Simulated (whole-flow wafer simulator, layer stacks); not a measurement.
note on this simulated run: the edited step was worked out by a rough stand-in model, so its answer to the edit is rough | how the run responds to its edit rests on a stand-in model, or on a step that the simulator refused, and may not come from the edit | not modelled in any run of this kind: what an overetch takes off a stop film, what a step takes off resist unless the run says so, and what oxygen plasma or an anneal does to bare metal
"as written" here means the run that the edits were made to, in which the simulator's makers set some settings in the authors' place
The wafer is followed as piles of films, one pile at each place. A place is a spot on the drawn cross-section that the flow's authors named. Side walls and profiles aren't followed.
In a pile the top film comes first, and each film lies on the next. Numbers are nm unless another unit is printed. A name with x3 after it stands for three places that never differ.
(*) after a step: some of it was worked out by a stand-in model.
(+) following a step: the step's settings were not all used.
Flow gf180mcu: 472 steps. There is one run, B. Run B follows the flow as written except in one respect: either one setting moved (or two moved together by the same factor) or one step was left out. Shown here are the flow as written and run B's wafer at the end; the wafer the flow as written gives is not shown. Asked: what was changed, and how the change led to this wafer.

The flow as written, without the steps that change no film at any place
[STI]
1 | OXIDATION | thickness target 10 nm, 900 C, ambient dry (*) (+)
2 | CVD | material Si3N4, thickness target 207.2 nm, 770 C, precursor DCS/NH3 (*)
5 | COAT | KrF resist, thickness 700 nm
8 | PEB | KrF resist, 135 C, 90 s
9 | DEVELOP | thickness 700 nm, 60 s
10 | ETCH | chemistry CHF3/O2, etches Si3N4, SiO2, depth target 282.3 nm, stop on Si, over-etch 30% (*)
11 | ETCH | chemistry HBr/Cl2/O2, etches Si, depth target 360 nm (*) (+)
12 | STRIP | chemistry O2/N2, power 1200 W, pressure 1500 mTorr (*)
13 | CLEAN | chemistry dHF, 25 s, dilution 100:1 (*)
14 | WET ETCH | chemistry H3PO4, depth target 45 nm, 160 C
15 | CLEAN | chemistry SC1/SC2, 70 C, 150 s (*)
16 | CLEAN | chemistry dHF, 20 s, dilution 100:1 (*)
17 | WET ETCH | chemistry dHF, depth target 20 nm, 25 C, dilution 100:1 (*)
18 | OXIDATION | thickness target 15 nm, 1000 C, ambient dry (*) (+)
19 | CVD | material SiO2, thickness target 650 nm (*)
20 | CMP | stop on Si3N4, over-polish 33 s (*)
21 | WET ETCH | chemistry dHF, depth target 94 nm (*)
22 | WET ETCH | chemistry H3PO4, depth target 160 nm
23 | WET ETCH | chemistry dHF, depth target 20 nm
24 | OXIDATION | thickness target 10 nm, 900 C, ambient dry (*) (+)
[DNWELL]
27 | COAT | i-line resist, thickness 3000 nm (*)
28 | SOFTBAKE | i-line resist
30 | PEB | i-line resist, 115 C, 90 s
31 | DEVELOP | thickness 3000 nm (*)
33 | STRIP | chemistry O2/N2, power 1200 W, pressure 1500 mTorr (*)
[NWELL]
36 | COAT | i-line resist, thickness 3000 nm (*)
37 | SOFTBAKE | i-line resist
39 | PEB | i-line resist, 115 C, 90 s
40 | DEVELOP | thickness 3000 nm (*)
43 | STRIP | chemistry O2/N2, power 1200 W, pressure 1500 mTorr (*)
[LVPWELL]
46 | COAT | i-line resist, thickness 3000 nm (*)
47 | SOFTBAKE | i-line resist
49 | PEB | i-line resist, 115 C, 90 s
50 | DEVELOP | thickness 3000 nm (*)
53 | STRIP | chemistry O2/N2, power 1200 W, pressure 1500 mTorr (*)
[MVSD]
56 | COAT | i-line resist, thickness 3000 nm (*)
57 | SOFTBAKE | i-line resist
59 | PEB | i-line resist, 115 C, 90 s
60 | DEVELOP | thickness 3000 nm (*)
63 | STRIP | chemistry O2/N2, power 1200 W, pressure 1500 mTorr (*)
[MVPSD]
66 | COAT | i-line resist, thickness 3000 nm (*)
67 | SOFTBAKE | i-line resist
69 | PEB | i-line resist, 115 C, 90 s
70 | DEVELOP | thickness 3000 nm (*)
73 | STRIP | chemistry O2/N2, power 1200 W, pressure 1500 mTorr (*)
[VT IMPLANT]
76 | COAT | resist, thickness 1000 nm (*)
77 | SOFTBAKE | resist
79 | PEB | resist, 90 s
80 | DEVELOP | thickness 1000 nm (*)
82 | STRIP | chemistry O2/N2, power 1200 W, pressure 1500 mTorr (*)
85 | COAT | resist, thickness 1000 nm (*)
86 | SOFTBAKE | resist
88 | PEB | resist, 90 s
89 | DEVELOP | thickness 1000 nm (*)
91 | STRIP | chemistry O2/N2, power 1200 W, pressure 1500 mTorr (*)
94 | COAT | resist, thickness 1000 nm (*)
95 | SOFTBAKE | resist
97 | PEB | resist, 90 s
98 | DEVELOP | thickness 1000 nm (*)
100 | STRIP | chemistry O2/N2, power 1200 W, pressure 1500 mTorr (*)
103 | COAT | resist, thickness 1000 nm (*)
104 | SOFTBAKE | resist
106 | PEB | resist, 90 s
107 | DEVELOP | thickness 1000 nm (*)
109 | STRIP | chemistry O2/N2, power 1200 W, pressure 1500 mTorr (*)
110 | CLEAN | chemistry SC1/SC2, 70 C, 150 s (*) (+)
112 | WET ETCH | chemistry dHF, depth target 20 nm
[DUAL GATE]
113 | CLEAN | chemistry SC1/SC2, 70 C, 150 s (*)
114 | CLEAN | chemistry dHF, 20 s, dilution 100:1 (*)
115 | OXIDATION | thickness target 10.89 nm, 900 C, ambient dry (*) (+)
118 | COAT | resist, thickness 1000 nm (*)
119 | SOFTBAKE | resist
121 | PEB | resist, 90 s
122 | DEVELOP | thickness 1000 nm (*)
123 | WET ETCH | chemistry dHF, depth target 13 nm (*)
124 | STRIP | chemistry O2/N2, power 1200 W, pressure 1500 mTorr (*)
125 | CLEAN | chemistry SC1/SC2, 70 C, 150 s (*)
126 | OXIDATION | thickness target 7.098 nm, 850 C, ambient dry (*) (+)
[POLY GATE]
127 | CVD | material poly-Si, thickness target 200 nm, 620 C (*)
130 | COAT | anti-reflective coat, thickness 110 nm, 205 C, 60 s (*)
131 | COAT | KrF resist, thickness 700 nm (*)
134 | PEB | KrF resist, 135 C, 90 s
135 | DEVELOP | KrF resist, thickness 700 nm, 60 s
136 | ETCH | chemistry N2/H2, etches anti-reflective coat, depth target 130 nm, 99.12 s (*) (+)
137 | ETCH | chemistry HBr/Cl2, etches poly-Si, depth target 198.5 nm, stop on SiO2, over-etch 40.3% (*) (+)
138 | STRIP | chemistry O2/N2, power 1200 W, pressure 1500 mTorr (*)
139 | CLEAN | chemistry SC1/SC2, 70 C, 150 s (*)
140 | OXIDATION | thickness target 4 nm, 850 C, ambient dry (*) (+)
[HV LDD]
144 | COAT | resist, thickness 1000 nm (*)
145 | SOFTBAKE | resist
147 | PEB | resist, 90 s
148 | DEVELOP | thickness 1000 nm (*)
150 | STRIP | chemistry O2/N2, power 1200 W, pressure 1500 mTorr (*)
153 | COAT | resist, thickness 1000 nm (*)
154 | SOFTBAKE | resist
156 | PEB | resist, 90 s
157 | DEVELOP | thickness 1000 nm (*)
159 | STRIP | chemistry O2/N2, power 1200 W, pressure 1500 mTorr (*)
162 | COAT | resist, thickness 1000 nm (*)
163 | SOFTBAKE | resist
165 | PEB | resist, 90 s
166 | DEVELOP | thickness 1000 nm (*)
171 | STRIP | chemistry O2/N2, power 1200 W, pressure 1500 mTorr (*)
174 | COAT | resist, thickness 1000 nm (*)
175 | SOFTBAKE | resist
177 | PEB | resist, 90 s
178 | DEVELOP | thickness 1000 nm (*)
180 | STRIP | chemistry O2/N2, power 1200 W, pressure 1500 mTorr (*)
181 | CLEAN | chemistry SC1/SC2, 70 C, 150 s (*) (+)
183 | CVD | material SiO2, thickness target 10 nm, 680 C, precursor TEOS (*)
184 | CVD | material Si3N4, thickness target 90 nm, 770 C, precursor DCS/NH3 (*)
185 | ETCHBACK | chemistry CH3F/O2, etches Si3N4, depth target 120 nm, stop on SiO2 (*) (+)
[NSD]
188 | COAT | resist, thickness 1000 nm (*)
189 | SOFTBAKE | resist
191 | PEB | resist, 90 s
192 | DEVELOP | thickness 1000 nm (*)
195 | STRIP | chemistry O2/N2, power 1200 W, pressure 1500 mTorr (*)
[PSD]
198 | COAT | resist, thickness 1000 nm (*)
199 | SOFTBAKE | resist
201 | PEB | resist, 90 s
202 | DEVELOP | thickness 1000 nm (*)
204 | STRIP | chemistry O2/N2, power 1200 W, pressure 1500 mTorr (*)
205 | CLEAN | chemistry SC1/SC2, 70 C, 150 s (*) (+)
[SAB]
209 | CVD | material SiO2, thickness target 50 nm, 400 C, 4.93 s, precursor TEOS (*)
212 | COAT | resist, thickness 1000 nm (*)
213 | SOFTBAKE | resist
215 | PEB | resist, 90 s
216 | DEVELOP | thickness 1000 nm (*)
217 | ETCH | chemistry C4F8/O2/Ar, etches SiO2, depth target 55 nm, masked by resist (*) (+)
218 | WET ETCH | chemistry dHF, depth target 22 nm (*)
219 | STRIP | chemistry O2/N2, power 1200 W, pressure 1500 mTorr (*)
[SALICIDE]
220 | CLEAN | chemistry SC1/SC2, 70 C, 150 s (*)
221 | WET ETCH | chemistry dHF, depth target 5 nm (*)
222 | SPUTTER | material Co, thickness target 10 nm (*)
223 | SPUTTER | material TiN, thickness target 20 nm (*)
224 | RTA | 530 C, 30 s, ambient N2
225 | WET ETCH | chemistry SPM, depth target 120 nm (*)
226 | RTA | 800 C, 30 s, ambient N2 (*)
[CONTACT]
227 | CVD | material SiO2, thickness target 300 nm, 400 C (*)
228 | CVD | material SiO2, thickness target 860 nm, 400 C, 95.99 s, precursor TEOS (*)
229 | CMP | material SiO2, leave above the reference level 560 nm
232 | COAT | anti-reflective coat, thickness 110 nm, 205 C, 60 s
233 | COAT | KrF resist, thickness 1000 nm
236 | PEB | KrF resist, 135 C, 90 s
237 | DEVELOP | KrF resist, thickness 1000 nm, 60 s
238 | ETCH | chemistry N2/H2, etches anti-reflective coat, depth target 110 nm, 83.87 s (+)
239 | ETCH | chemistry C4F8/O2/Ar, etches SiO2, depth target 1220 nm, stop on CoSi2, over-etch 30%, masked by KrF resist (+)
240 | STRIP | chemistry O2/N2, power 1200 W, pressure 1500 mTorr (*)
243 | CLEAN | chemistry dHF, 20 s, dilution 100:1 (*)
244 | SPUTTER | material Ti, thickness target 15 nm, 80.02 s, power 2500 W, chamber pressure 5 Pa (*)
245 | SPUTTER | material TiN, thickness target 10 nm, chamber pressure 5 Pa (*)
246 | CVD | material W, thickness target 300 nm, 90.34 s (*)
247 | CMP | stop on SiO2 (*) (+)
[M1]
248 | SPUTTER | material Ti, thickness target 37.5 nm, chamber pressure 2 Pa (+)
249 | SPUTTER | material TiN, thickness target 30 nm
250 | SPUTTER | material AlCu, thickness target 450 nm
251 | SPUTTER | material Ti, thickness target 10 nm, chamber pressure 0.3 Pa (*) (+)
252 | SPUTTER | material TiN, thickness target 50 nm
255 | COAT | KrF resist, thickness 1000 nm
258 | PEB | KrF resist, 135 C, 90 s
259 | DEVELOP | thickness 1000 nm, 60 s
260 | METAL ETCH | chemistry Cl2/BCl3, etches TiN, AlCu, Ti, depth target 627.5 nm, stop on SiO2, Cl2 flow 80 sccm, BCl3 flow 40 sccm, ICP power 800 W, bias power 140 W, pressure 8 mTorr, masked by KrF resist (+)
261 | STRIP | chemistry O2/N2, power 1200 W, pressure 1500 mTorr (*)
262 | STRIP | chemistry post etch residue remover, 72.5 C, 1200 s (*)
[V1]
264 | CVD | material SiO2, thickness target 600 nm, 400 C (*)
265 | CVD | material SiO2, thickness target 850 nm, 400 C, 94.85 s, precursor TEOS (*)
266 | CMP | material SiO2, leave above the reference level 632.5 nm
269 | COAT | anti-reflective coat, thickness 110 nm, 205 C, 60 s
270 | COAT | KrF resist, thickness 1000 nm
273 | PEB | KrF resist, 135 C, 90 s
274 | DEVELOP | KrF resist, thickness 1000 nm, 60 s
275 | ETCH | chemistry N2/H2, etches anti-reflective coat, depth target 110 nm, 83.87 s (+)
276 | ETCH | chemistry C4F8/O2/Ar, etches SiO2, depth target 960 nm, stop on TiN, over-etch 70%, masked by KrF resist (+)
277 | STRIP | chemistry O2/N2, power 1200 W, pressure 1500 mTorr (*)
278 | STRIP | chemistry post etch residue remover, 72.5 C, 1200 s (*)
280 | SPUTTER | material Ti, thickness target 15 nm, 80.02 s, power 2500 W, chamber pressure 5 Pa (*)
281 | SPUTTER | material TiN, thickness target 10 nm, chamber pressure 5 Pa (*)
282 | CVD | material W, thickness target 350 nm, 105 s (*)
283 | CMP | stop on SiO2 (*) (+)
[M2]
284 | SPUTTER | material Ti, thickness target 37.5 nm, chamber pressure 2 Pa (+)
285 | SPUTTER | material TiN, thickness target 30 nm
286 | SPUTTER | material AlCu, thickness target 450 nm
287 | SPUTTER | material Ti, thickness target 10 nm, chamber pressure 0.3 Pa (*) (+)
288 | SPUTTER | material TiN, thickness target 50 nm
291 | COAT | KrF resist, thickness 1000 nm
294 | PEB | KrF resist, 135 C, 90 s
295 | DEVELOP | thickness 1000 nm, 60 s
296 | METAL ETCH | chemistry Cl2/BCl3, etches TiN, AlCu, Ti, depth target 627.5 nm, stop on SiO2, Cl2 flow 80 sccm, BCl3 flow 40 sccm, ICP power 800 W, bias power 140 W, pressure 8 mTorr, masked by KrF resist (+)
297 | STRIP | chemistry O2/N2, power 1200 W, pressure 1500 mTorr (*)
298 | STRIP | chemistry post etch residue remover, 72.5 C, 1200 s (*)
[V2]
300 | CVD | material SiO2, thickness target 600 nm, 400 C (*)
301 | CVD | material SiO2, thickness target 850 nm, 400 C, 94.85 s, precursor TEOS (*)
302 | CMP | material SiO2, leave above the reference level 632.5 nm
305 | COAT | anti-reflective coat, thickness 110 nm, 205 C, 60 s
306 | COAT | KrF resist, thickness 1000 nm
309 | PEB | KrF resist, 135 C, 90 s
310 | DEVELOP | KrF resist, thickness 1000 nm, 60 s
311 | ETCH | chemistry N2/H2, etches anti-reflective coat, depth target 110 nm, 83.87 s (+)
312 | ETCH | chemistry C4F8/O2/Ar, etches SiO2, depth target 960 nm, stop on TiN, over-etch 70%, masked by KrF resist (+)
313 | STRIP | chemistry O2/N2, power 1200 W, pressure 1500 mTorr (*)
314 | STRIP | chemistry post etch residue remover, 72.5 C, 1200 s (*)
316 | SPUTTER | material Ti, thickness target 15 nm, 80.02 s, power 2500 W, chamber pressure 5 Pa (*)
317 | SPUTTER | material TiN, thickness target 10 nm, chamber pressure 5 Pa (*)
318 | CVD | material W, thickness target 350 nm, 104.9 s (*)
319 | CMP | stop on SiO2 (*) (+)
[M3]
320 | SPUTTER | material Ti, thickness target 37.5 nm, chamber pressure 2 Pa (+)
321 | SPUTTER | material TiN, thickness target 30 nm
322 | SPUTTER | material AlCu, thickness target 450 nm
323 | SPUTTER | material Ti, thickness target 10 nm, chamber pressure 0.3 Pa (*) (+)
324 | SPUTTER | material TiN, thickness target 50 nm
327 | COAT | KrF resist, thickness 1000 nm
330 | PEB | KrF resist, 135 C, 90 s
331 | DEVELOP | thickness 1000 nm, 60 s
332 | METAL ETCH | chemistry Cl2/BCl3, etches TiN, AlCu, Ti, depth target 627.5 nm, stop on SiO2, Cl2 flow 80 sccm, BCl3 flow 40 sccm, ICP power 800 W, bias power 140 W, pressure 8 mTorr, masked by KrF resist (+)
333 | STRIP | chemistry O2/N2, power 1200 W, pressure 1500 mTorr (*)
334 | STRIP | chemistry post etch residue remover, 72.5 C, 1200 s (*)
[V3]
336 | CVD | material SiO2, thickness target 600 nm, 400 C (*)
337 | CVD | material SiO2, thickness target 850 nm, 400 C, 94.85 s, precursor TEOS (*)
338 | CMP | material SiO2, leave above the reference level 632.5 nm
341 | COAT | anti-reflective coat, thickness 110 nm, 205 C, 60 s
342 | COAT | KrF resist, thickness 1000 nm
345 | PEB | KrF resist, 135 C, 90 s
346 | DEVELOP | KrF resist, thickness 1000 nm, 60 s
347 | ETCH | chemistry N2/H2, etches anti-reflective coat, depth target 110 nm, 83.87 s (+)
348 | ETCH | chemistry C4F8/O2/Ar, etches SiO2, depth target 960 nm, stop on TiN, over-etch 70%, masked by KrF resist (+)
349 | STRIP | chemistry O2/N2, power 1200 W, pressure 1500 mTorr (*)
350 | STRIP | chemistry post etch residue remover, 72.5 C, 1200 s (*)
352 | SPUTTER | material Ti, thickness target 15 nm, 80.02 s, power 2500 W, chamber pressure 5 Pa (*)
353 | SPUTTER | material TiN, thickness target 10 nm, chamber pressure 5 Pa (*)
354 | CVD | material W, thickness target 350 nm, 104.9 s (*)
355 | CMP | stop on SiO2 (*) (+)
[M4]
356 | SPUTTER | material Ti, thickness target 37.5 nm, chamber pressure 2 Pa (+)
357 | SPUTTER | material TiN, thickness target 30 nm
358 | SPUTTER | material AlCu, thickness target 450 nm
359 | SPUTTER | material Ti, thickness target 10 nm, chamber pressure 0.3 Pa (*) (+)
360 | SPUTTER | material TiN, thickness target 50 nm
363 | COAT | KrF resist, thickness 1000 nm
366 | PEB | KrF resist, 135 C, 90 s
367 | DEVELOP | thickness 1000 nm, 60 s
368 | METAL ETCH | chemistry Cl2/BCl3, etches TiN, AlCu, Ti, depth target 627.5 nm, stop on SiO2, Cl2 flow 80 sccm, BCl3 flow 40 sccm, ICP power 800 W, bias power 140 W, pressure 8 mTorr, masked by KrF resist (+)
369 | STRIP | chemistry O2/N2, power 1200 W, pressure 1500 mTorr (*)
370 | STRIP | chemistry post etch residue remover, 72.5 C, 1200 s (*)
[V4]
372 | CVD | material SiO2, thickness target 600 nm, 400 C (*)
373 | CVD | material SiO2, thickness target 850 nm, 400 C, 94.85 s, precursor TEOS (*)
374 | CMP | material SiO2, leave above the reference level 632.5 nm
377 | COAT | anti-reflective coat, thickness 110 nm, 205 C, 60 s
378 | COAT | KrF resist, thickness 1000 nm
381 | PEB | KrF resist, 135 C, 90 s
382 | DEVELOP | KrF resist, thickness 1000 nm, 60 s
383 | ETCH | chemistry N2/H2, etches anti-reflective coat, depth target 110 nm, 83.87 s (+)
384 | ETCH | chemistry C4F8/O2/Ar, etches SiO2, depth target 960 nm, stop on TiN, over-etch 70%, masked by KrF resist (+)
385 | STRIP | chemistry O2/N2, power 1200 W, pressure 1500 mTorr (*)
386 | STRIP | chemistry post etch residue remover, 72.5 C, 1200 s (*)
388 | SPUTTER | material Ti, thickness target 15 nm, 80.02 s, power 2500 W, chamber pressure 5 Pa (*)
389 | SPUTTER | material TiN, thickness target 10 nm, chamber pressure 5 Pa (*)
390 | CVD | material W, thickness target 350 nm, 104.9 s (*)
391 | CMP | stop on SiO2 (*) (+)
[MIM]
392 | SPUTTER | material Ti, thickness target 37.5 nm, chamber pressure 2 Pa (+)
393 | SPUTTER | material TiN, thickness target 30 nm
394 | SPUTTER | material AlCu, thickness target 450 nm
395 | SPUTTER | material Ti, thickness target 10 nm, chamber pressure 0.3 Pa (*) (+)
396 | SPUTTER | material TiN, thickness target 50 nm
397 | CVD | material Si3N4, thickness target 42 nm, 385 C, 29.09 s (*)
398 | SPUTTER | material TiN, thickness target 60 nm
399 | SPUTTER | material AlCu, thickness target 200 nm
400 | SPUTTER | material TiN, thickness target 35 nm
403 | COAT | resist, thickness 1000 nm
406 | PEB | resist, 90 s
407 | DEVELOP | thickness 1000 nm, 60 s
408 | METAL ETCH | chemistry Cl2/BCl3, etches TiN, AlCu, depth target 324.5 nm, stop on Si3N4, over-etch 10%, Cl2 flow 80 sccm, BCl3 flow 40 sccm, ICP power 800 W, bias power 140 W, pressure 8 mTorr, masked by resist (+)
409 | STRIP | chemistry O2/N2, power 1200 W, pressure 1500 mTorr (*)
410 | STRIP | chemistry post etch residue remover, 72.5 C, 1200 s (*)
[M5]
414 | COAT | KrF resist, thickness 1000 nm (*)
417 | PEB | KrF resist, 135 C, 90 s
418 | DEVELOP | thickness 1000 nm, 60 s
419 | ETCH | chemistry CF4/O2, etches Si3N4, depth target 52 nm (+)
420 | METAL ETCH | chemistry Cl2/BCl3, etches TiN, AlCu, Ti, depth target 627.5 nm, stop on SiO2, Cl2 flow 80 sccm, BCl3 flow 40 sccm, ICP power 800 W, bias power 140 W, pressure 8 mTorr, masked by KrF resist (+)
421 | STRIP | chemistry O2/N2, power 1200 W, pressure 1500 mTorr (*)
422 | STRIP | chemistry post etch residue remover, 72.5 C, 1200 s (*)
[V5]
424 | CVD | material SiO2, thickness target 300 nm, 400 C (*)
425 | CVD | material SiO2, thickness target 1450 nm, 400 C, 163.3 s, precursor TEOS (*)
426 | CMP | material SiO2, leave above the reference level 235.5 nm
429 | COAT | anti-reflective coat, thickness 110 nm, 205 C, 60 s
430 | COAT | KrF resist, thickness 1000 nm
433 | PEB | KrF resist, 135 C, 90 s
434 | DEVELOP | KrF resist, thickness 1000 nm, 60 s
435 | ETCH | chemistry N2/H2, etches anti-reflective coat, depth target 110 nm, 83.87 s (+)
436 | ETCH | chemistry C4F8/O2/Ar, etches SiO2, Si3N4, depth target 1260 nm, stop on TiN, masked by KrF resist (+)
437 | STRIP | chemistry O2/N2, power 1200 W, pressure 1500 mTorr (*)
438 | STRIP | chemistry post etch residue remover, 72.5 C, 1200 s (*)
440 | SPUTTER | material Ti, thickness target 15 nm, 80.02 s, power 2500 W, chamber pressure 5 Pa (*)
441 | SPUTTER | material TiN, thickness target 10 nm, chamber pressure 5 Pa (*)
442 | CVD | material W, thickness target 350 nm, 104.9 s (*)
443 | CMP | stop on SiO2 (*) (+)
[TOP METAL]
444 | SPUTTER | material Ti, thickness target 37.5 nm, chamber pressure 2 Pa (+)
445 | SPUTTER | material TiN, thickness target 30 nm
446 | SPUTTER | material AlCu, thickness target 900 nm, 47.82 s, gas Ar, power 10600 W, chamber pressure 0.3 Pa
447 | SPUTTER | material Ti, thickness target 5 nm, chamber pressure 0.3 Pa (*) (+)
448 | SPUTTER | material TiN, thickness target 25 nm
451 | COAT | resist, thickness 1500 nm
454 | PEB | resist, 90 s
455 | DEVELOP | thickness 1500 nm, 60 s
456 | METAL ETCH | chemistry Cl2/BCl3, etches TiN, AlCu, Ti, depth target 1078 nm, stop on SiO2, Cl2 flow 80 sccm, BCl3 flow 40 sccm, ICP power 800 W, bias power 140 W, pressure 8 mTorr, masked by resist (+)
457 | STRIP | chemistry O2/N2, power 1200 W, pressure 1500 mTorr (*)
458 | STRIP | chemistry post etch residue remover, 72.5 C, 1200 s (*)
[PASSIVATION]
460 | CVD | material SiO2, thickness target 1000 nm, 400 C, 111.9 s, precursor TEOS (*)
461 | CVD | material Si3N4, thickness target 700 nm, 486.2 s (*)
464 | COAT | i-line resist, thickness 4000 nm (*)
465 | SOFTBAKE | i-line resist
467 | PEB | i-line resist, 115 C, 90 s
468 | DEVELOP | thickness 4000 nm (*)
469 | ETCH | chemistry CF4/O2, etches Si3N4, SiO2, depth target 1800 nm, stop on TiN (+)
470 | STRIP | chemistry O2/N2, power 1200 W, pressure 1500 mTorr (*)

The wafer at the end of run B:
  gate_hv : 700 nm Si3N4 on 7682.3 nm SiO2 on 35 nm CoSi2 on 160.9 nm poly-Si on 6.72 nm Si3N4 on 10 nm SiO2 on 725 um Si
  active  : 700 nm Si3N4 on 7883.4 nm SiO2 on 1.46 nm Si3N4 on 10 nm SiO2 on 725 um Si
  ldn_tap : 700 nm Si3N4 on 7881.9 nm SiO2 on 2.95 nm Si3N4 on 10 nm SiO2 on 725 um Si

What caused this: step 2, CVD: thickness target 227.9 nm was run, whereas the flow has thickness target 207.2 nm.

Step by step, how the change led to this:
  2 | CVD | material Si3N4, thickness target 207.2 nm, 770 C, precursor DCS/NH3 (*)
      field, field_sub, active and 77 more: Si3N4 gains 227.9 (new film) (in the flow as written it would be: Si3N4 gains 207.2 (new film))
  10 | ETCH | chemistry CHF3/O2, etches Si3N4, SiO2, depth target 282.3 nm, stop on Si, over-etch 30% (*)
      field, field_sub, sti and 34 more: Si3N4 loses 227.9 (all of it), SiO2 loses 10 (all of it), Si loses 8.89 (in the flow as written it would be: Si3N4 loses 207.2 (all of it), SiO2 loses 10 (all of it), Si loses 13)
  20 | CMP | stop on Si3N4, over-polish 33 s (*)
      sti, mim_1p0, pad and 11 more: SiO2 loses 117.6 (in the flow as written it would be: SiO2 loses 138.3)
      nw_enc_fld, nw_enc_fld_lv: SiO2 loses 121.6 (in the flow as written it would be: SiO2 loses 142.4)
      (and at 10 other places as well)
  22 | WET ETCH | chemistry H3PO4, depth target 160 nm
      active, n_well, p_well and 40 more: Si3N4 loses 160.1 (in the flow as written it would be: Si3N4 loses 150.9 (all of it), SiO2 loses 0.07)
  23 | WET ETCH | chemistry dHF, depth target 20 nm
      active, n_well, p_well and 40 more: Si3N4 loses 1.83 (in the flow as written it would be: SiO2 loses 9.93 (all of it))
  24 | OXIDATION | thickness target 10 nm, 900 C, ambient dry (*) (+)
      active, n_well, p_well and 40 more: nothing (in the flow as written it would be: SiO2 gains 10 (new film), Si loses 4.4)
  28 | SOFTBAKE | i-line resist
      field: i-line resist gains 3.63 (in the flow as written it would be: i-line resist gains 3.04)
      gate_hv: i-line resist gains 3.71 (in the flow as written it would be: i-line resist gains 3.15)
      (and at 29 other places as well)
  37 | SOFTBAKE | i-line resist
      field: i-line resist gains 3.63 (in the flow as written it would be: i-line resist gains 3.04)
      gate_hv: i-line resist gains 3.71 (in the flow as written it would be: i-line resist gains 3.15)
      (and at 29 other places as well)
  47 | SOFTBAKE | i-line resist
      field: i-line resist gains 3.63 (in the flow as written it would be: i-line resist gains 3.04)
      gate_hv: i-line resist gains 3.71 (in the flow as written it would be: i-line resist gains 3.15)
      (and at 29 other places as well)
  57 | SOFTBAKE | i-line resist
      field: i-line resist gains 3.63 (in the flow as written it would be: i-line resist gains 3.04)
      gate_hv: i-line resist gains 3.71 (in the flow as written it would be: i-line resist gains 3.15)
      (and at 29 other places as well)
  67 | SOFTBAKE | i-line resist
      field: i-line resist gains 3.63 (in the flow as written it would be: i-line resist gains 3.04)
      gate_hv: i-line resist gains 3.71 (in the flow as written it would be: i-line resist gains 3.15)
      (and at 29 other places as well)
  112 | WET ETCH | chemistry dHF, depth target 20 nm
      active, n_well, p_well and 40 more: Si3N4 loses 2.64 (in the flow as written it would be: SiO2 loses 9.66 (all of it))
  113 | CLEAN | chemistry SC1/SC2, 70 C, 150 s (*)
      active, n_well, p_well and 40 more: Si3N4 loses 0.07 (in the flow as written it would be: chemical SiO2 gains 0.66 (new film), Si loses 1.83)
  114 | CLEAN | chemistry dHF, 20 s, dilution 100:1 (*)
      active, n_well, p_well and 40 more: Si3N4 loses 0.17 (in the flow as written it would be: chemical SiO2 loses 0.66 (all of it))
  115 | OXIDATION | thickness target 10.89 nm, 900 C, ambient dry (*) (+)
      active, n_well, p_well and 40 more: nothing (in the flow as written it would be: SiO2 gains 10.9 (new film), Si loses 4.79)
  123 | WET ETCH | chemistry dHF, depth target 13 nm (*)
      active, n_well, p_well and 12 more: Si3N4 loses 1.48 (in the flow as written it would be: SiO2 loses 10.9 (all of it))
  ... another 26 steps ...
  471 | ANNEAL | 400 C, 1800 s, ambient N2/H2
      contact: under 49 films: void gains 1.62 (new film), Ti loses 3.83, TiSi first gains 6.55 (new film), Si loses 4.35 (in the flow as written it would be: nothing)
If metal films that touch count as one body, active has 0 bodies; the flow as written gives 1 body.
If metal films that touch count as one body, ldn_tap has 0 bodies; the flow as written gives 1 body.
